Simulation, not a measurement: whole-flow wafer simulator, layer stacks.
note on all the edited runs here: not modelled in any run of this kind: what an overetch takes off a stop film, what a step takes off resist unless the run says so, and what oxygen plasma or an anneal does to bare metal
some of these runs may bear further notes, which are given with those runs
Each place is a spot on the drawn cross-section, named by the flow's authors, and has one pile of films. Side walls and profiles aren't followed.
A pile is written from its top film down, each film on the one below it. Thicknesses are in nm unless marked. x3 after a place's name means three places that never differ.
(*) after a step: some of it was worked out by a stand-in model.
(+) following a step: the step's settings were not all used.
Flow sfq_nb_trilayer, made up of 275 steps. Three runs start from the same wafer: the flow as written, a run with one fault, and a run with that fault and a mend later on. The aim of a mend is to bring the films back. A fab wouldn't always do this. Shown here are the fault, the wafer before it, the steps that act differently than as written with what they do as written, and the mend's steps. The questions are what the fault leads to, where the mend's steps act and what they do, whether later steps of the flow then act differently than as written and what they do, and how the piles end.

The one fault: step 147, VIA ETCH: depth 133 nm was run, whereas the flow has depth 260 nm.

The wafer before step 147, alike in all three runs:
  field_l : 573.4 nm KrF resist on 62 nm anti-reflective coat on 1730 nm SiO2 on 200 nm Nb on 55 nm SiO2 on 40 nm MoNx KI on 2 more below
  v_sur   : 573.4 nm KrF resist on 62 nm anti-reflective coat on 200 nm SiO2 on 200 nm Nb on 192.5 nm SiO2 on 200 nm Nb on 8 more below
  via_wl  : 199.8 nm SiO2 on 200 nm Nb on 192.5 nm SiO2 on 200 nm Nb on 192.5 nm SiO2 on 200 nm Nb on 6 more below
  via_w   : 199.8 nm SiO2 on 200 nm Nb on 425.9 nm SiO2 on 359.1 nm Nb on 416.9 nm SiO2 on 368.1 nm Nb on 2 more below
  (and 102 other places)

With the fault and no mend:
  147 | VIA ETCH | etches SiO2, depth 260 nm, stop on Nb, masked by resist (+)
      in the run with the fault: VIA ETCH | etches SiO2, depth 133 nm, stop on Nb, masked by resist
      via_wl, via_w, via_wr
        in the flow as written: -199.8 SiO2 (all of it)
        in the run with the fault: -133 SiO2
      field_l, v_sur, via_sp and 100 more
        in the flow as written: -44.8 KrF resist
        in the run with the fault: -22.9 KrF resist
  Later steps of the flow acting differently than as written (4 more steps, not shown, differ only slightly: by at most 2% or 0.5 nm, whichever is larger):
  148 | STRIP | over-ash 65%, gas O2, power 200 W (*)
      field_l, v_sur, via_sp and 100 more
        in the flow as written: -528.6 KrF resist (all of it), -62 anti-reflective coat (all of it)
        in the run with the fault: -550.5 KrF resist (all of it), -62 anti-reflective coat (all of it)
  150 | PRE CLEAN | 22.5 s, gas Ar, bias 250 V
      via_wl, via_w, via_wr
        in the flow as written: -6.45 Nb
        in the run with the fault: -7.5 SiO2
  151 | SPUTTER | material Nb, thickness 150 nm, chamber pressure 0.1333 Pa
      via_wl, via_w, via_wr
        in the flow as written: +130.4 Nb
        in the run with the fault: +138.1 Nb (new film)
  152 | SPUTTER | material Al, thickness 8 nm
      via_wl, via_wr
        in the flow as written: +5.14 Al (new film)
        in the run with the fault: +5.94 Al (new film)
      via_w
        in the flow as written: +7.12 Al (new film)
        in the run with the fault: +7.75 Al (new film)
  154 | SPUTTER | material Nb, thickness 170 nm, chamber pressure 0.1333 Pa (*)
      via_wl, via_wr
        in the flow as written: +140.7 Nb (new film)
        in the run with the fault: +121.6 Nb (new film)
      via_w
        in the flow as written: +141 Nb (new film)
        in the run with the fault: +165 Nb (new film)
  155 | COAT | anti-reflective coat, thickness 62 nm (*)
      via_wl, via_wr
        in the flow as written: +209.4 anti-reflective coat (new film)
        in the run with the fault: +193.7 anti-reflective coat (new film)
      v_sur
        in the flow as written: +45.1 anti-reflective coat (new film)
        in the run with the fault: +48.2 anti-reflective coat (new film)
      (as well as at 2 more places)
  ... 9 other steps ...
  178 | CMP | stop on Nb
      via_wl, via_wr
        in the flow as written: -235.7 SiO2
        in the run with the fault: -309 SiO2
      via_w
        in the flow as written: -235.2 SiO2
        in the run with the fault: -308.5 SiO2
  At via_wl, via_w, via_wr, the piles at the end differ from the flow's by more than 2% or 0.5 nm, whichever is larger.
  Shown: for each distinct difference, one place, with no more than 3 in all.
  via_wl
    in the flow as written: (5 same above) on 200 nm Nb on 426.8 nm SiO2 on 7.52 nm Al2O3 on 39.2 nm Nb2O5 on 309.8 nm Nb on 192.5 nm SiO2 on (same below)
    in the run with the fault: (5 same above) on 200 nm Nb on 353.5 nm SiO2 on 8.84 nm Al2O3 on 36.8 nm Nb2O5 on 124.8 nm Nb on 59.3 nm SiO2 on 200 nm Nb on 192.5 nm SiO2 on (same below)
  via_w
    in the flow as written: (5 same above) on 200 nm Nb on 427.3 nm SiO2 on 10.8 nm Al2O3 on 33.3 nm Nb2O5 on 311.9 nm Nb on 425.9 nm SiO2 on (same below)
    in the run with the fault: (5 same above) on 200 nm Nb on 354 nm SiO2 on 12.2 nm Al2O3 on 30.9 nm Nb2O5 on 127 nm Nb on 59.3 nm SiO2 on 200 nm Nb on 425.9 nm SiO2 on (same below)

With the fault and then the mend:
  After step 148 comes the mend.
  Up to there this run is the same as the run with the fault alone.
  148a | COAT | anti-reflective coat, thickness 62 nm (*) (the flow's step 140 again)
      p4_fl x3, p4_w1 x9, p4_g1 x2 and 63 more
        +62 anti-reflective coat (new film)
      r_end, moat, field_r and 7 more
        +61.8 anti-reflective coat (new film)
      ce_l, c5j, ce_r, sp_r, be_r, r_sur, res
        +61.7 anti-reflective coat (new film)
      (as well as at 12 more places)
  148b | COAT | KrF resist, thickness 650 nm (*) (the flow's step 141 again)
      p4_fl x3, p4_w1 x9, p4_g1 x2 and 63 more
        +650 KrF resist (new film)
      r_end, moat, field_r and 6 more
        +649.5 KrF resist (new film)
      be_r, r_sur, res
        +649.4 KrF resist (new film)
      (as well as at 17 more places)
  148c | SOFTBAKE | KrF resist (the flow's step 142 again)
      does not change any film at any place that is followed
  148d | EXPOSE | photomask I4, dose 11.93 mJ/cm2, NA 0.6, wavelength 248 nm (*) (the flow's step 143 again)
      does not change any film at any place that is followed
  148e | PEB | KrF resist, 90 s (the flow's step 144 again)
      jj_sur, ce_l, c5j and 92 more
        -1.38 KrF resist
      v_sur, via_v, wire, be, be_sur, gap
        -1.37 KrF resist
      field_l, via_sp
        -1.36 KrF resist
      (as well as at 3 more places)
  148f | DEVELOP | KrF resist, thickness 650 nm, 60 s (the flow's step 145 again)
      field_l, v_sur, via_sp and 100 more
        -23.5 KrF resist
      via_wl
        -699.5 KrF resist (all of it)
      via_w
        -735.4 KrF resist (all of it)
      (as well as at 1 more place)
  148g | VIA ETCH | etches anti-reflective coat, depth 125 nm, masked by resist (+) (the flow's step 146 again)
      field_l, v_sur, via_sp and 100 more
        -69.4 KrF resist
      via_wl, via_wr
        -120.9 anti-reflective coat (all of it)
      via_w
        -80.8 anti-reflective coat (all of it), -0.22 SiO2
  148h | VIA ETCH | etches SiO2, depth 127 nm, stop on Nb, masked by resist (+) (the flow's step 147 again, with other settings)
      field_l, v_sur, via_sp and 100 more
        -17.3 KrF resist
      via_wl, via_wr
        -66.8 SiO2 (all of it)
      via_w
        -66.6 SiO2 (all of it)
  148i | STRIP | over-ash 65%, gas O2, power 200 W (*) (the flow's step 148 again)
      p4_fl x3, p4_w1 x9, p4_g1 x2 and 63 more
        -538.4 KrF resist (all of it), -62 anti-reflective coat (all of it)
      moat, field_r, lsp_l, ln_m5, lsp_m, ln_m6, lsp_r, l0_sur
        -537.9 KrF resist (all of it), -61.8 anti-reflective coat (all of it)
      ce_r, sp_r, be_r
        -537.7 KrF resist (all of it), -61.7 anti-reflective coat (all of it)
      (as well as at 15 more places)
  None of the later steps of the flow differs from how it acts as written, at any place that is followed, by more than 2% or 0.5 nm, whichever is larger.
  At every place that both follow, the piles at the end match the flow's.
